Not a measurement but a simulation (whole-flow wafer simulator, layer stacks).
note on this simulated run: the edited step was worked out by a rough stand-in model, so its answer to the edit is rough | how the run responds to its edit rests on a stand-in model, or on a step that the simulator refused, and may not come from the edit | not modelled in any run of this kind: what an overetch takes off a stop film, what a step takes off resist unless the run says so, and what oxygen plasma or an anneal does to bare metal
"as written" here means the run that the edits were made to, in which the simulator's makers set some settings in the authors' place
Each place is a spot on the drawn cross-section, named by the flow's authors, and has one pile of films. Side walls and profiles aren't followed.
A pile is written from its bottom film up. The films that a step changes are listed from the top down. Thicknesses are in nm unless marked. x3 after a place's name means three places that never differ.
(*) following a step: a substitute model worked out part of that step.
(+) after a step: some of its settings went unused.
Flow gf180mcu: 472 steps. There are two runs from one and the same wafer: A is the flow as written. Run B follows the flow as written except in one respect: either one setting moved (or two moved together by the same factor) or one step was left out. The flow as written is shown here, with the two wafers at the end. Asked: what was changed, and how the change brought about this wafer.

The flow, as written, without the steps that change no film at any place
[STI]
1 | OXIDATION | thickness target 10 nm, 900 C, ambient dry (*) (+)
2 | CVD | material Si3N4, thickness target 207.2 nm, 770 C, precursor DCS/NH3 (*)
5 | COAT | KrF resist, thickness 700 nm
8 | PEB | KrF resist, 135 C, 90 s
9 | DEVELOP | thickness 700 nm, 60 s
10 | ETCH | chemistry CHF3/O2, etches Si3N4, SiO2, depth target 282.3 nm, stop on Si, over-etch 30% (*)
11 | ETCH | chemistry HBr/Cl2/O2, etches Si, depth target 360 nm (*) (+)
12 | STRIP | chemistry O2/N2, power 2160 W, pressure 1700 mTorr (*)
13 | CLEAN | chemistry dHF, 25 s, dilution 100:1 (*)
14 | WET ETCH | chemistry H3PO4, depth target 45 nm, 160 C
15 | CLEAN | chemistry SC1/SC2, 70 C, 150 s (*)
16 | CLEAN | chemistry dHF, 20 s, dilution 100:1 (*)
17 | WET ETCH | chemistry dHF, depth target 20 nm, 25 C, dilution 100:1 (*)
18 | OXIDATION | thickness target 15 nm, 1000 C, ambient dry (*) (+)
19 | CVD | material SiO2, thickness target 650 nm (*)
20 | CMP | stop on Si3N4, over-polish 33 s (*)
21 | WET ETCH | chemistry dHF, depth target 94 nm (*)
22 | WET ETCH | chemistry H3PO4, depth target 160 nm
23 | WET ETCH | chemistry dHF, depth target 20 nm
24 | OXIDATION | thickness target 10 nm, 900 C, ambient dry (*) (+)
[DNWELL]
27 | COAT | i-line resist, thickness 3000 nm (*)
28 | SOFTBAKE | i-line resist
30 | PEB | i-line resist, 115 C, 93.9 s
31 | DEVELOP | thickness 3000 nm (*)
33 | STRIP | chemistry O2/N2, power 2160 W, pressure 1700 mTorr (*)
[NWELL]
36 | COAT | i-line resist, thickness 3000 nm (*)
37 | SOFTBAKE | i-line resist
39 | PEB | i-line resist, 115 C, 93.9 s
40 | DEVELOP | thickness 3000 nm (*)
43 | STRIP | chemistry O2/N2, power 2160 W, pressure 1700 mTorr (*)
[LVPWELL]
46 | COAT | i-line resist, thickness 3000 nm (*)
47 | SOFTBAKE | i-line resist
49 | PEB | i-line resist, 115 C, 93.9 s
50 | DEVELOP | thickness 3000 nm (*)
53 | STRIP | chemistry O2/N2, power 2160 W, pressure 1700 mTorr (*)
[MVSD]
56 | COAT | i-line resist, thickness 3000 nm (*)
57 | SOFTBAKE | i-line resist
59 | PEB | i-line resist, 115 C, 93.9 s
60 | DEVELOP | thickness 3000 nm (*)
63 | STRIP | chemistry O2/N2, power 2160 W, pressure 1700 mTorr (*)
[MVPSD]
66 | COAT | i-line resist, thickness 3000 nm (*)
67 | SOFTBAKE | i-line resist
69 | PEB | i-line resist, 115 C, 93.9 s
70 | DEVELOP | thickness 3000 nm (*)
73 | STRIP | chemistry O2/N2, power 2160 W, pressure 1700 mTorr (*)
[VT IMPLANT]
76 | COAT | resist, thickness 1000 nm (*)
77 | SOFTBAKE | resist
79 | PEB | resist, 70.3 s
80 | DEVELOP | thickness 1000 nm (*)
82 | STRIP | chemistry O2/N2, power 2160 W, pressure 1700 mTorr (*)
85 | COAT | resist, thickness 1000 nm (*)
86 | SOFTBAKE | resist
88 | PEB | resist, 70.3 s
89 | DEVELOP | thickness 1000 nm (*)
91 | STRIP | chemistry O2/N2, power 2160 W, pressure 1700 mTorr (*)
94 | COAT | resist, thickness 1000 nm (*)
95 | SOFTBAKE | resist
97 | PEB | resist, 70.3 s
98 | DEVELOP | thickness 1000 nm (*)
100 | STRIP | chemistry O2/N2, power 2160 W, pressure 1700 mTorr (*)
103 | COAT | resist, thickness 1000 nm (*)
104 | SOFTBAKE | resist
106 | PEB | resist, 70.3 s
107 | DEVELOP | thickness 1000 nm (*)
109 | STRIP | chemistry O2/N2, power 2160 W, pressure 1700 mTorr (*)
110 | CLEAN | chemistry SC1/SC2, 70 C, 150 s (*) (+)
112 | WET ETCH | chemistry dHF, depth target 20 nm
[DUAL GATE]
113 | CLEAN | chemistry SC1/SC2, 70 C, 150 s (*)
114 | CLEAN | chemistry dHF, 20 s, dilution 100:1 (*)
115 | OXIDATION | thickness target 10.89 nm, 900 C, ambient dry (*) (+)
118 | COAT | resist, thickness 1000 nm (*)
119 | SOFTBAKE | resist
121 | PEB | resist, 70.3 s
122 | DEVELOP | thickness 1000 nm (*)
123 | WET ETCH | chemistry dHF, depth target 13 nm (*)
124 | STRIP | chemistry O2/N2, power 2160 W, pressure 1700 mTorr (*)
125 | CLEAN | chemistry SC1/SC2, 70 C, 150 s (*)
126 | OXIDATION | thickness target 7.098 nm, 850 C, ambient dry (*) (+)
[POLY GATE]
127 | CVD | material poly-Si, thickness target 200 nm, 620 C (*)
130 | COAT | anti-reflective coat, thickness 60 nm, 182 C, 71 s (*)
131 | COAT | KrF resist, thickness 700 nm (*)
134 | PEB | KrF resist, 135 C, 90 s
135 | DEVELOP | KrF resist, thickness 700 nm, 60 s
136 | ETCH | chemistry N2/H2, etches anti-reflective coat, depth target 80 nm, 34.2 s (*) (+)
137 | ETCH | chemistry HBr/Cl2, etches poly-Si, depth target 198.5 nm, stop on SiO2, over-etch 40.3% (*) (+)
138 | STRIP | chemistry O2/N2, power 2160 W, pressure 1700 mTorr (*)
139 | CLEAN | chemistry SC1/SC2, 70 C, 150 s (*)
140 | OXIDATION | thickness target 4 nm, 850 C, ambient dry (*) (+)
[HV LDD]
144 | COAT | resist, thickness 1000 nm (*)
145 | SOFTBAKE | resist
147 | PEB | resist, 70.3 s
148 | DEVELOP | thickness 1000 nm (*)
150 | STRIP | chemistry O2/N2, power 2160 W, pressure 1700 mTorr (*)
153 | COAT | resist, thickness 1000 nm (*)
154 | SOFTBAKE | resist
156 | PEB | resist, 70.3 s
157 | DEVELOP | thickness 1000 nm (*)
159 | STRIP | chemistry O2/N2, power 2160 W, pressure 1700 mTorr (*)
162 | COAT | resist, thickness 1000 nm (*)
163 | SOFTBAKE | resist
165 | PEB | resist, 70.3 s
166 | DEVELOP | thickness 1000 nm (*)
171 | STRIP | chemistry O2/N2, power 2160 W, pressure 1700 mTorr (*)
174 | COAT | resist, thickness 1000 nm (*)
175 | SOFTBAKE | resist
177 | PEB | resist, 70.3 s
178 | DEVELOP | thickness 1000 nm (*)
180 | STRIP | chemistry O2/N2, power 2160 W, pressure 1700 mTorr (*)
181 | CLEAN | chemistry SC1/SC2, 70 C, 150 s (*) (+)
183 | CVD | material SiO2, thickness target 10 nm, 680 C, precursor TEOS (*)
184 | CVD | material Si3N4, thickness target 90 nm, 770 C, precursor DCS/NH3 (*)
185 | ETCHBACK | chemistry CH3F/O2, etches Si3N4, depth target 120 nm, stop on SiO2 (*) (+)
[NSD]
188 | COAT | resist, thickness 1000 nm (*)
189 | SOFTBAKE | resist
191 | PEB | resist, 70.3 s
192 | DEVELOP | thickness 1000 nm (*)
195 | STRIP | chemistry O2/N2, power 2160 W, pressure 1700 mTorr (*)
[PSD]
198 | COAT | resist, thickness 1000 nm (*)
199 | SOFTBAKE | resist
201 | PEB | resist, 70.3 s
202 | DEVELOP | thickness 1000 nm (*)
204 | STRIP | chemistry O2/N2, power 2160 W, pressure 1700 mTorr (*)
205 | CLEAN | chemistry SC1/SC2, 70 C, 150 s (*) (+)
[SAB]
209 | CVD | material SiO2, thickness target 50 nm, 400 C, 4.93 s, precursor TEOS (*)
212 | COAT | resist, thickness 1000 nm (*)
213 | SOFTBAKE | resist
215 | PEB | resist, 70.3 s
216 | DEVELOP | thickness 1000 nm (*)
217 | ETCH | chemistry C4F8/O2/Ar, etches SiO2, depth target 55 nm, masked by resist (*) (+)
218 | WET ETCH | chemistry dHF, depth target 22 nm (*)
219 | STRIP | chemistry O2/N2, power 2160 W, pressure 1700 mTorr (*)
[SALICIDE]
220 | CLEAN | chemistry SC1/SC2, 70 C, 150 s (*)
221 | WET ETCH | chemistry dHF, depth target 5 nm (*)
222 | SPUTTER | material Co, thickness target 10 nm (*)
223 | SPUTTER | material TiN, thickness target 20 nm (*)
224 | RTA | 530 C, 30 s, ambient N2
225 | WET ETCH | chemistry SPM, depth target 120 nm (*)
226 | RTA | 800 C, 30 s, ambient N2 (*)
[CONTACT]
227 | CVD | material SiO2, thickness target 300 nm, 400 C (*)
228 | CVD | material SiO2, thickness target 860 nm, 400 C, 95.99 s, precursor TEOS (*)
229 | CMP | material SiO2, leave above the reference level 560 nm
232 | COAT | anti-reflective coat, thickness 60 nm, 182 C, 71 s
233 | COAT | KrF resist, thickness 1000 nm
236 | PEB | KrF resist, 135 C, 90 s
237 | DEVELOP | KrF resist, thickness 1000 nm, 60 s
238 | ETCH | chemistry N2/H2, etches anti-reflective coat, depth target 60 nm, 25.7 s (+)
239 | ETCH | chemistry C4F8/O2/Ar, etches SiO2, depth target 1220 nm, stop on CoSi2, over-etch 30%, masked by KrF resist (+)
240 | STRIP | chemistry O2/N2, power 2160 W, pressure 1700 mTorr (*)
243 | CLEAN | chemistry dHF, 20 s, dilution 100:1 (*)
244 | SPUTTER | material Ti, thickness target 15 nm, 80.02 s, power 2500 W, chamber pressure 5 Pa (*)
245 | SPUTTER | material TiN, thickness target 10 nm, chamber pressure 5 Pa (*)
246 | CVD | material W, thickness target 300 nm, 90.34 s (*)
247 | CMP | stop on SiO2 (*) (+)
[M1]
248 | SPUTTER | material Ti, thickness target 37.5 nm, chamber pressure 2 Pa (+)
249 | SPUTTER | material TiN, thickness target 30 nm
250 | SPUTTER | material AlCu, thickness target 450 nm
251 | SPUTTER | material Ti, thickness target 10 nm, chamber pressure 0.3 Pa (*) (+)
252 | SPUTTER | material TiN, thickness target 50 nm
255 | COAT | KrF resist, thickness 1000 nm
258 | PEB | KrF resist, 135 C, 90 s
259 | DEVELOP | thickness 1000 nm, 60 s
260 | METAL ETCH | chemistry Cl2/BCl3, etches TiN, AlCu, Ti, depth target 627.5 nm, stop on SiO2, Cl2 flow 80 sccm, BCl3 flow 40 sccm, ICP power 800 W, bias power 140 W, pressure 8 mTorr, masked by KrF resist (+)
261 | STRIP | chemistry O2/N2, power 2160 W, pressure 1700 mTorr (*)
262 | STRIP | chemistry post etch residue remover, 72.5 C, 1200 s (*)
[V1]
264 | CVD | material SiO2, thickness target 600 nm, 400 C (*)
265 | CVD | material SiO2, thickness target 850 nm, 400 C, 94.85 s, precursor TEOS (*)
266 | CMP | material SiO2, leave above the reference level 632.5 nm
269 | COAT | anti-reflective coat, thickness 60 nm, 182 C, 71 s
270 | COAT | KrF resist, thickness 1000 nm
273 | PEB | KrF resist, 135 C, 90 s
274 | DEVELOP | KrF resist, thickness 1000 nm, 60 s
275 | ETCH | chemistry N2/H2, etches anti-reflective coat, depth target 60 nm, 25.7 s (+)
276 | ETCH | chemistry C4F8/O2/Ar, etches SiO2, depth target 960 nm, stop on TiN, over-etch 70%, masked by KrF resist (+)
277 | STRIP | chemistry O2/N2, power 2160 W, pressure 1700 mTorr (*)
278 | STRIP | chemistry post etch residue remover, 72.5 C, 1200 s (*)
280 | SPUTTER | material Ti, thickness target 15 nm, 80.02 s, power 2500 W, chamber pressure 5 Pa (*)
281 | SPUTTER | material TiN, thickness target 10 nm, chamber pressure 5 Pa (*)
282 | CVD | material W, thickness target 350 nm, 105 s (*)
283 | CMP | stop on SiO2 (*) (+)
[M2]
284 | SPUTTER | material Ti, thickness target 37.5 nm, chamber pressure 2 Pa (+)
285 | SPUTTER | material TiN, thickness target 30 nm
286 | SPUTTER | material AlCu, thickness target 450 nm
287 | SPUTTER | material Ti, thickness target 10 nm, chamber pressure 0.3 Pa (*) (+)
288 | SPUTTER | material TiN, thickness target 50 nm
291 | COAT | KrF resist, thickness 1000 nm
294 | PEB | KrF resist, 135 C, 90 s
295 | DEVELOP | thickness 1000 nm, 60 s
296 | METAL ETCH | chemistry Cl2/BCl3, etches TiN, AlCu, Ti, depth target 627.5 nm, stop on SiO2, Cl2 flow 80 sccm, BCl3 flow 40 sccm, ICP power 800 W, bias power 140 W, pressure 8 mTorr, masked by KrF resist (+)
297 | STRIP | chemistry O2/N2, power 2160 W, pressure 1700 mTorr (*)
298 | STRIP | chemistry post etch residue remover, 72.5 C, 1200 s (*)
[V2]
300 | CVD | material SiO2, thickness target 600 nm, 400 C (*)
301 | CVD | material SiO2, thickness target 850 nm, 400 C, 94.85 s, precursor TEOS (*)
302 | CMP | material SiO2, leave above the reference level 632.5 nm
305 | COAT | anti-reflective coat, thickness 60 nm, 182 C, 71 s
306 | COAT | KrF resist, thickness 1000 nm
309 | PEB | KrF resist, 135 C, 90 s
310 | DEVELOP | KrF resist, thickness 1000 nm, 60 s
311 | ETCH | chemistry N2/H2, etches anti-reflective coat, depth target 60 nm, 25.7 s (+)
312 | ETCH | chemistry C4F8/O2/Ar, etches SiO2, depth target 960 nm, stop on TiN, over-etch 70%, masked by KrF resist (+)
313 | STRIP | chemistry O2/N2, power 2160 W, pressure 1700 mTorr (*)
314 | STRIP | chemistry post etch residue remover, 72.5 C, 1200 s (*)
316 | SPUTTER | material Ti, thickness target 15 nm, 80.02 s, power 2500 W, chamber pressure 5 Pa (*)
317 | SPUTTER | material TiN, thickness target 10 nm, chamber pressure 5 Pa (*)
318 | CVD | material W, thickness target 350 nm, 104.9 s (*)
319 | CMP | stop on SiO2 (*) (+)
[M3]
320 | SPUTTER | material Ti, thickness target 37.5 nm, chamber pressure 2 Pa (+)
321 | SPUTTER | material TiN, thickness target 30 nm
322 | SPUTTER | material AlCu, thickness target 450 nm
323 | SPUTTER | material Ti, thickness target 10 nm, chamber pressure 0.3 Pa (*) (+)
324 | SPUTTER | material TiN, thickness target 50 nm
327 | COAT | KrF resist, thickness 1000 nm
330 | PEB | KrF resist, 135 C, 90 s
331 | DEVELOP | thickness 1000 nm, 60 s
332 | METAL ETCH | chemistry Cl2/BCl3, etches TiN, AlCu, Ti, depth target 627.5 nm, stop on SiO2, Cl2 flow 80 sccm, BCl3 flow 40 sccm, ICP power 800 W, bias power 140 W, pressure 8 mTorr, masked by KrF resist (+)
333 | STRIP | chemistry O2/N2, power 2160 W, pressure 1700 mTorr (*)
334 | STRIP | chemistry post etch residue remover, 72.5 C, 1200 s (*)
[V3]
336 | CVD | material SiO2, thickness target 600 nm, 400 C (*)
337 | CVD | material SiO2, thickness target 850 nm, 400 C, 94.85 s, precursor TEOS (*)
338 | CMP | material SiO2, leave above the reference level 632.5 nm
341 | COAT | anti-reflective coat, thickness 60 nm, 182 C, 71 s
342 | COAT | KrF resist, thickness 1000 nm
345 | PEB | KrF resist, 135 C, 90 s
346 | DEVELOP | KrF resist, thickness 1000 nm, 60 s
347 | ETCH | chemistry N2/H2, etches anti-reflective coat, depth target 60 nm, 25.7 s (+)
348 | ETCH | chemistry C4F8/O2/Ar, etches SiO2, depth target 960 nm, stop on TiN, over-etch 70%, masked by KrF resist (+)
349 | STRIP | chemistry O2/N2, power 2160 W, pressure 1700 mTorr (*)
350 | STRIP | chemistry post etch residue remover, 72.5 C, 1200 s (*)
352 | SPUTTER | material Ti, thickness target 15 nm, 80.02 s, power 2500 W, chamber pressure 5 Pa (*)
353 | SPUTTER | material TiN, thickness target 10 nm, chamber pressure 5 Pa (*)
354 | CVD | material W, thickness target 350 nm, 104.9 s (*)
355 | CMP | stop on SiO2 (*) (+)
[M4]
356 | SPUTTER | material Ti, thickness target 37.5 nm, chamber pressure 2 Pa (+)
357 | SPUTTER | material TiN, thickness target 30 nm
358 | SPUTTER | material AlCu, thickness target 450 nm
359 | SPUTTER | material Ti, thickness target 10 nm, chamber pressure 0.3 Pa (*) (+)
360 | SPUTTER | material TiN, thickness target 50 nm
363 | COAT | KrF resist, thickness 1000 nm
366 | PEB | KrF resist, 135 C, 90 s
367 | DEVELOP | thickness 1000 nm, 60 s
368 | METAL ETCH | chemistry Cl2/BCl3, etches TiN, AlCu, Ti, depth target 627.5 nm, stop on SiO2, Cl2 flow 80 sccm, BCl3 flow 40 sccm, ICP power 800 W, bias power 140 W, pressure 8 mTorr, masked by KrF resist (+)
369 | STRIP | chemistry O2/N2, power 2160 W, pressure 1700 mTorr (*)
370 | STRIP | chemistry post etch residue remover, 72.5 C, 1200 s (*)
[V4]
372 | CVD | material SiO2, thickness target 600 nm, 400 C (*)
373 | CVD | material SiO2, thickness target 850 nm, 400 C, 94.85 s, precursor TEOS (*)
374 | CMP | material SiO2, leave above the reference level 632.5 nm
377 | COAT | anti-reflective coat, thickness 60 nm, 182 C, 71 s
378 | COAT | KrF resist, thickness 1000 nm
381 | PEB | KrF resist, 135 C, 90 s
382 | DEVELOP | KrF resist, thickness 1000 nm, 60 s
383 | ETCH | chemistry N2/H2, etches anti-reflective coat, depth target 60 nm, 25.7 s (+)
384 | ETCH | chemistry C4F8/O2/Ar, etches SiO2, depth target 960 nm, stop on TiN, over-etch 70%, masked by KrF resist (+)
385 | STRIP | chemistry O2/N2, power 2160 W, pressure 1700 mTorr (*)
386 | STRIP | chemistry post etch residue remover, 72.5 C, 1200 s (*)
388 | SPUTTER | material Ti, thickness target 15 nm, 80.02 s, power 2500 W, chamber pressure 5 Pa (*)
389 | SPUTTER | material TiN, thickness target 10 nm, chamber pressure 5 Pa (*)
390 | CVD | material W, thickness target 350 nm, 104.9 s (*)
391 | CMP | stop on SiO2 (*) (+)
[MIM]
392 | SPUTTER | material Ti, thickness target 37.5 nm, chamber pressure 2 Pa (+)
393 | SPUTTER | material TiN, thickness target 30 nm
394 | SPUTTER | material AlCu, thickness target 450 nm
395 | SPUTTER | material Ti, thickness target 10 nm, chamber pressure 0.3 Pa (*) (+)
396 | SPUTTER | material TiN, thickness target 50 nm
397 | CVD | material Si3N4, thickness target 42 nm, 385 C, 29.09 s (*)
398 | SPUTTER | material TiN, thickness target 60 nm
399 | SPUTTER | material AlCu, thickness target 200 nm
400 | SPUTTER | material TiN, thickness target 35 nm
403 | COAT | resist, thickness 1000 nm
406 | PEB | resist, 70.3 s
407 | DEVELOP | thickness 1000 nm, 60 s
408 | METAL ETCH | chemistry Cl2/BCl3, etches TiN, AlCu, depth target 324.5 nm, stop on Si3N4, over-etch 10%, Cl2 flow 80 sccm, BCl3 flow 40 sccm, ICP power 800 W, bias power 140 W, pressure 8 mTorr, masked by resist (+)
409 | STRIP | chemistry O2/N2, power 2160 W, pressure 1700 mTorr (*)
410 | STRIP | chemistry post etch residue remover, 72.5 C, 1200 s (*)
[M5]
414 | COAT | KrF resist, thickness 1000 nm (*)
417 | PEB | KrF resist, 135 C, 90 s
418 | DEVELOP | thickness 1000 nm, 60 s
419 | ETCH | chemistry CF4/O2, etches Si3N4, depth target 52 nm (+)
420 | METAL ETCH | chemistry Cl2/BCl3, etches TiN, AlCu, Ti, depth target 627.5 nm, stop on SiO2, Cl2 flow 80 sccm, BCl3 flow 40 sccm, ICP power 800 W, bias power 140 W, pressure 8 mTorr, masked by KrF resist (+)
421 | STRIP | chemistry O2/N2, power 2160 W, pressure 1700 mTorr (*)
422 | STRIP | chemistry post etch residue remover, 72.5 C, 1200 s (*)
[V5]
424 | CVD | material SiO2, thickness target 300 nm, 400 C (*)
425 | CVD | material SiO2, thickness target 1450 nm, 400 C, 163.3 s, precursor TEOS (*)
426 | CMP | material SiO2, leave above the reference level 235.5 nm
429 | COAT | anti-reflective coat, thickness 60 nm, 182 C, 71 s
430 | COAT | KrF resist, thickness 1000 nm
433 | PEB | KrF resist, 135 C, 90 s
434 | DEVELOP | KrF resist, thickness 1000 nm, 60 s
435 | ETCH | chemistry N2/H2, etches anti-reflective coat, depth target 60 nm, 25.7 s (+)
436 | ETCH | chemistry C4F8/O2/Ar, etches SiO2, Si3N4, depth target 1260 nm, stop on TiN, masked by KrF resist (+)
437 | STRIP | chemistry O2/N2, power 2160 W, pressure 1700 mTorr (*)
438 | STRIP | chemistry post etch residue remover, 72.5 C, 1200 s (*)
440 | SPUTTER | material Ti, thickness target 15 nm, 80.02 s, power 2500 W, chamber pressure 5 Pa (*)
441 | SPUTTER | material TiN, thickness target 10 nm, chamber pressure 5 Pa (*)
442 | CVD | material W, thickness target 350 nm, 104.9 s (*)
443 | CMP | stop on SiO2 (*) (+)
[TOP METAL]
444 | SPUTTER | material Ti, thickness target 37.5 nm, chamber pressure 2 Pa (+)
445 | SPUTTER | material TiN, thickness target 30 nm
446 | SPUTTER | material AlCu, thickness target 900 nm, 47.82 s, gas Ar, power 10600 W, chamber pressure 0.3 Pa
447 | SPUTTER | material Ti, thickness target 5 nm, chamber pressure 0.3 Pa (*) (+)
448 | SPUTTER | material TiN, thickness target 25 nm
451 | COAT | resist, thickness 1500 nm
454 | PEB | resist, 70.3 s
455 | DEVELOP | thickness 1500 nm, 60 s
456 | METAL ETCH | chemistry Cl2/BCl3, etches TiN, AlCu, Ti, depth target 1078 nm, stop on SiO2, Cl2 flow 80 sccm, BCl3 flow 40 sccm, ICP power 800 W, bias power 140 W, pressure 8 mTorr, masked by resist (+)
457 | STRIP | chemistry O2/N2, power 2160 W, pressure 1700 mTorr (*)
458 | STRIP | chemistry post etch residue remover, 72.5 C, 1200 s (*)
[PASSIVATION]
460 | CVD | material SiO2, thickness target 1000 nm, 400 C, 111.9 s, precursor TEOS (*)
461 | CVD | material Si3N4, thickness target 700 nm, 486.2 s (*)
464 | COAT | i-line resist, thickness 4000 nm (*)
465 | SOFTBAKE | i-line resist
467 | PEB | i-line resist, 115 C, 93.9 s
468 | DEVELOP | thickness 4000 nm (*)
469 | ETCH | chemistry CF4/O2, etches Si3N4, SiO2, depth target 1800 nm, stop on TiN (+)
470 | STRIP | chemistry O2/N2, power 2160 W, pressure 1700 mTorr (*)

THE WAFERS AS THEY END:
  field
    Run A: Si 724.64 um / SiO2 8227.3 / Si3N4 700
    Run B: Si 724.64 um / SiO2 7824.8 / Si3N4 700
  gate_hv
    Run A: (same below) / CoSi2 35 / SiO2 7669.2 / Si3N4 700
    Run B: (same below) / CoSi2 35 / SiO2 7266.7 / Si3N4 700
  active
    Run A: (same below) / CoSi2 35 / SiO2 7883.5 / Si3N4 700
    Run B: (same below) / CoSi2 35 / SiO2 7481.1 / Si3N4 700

What caused this: step 460, CVD: thickness target 590 nm was run, while the flow as written has thickness target 1000 nm; step 460, CVD: 66.05 s was run, where the flow has 111.9 s.

How this came from the change, step by step:
  460 | CVD | material SiO2, thickness target 1000 nm, 400 C, 111.9 s, precursor TEOS (*)
      field, field__w1, field__w2 and 103 more: A SiO2 gains 1000 | B SiO2 gains 597.5
      field__w8, contact, m1, m1__w1, pad, m1_nw: A SiO2 gains 1000 (new film) | B SiO2 gains 597.5 (new film)
  465 | SOFTBAKE | i-line resist
      gate: A i-line resist gains 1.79 | B i-line resist loses 0.36
      ld_acc_p, ld_fp_p, ld_drift_p: A i-line resist gains 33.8 | B i-line resist gains 26.9
      (and at 57 other places as well)
  469 | ETCH | chemistry CF4/O2, etches Si3N4, SiO2, depth target 1800 nm, stop on TiN (+)
      pad: A Si3N4 loses 700 (all of it), SiO2 loses 1000 (all of it) | B Si3N4 loses 700 (all of it), SiO2 loses 597.5 (all of it)
